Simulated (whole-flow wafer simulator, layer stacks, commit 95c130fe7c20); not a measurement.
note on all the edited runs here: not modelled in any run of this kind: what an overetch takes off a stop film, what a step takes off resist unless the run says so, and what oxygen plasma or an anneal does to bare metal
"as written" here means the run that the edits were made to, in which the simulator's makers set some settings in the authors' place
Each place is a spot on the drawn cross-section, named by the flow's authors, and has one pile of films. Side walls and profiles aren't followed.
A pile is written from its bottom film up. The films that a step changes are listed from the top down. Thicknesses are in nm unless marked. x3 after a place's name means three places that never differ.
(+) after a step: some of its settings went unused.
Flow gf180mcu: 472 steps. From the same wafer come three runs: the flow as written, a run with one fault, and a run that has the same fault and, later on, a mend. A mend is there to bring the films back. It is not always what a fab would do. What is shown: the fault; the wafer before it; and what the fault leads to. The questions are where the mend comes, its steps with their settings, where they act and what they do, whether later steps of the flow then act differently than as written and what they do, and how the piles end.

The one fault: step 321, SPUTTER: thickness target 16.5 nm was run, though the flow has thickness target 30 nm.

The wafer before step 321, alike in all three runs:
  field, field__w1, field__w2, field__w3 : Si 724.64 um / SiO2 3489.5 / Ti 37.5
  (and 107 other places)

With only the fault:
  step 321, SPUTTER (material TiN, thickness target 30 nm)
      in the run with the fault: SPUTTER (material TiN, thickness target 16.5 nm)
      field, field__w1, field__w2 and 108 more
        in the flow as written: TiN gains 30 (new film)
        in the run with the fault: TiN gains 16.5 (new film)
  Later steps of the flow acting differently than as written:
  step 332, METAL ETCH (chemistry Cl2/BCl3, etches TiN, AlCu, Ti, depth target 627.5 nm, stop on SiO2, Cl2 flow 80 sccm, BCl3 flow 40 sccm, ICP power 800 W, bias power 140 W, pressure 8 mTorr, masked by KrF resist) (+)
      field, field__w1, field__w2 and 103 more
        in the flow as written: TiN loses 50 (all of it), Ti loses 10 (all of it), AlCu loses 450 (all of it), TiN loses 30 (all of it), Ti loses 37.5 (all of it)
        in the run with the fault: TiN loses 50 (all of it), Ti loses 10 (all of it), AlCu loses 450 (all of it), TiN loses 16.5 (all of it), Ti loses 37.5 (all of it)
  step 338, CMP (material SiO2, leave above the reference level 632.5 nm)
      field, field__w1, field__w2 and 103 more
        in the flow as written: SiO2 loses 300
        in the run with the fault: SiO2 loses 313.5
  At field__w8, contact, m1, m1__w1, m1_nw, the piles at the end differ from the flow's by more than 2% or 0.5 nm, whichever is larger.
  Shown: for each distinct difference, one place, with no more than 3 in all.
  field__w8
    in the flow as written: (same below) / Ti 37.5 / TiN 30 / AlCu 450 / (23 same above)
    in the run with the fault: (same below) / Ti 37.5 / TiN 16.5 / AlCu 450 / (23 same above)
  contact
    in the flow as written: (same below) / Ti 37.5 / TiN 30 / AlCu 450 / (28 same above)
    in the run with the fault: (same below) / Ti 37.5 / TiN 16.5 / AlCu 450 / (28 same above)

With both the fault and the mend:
  After step 321 comes the mend.
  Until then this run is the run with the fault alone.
  step 321a, SPUTTER (material TiN, thickness target 13.5 nm) (the flow's step 321, run once more with other settings)
      field, field__w1, field__w2 and 108 more
        TiN gains 13.5
  Later steps of the flow that are run all act as written at every place that is followed.
  By the end, the piles equal the flow's at every place that both follow.
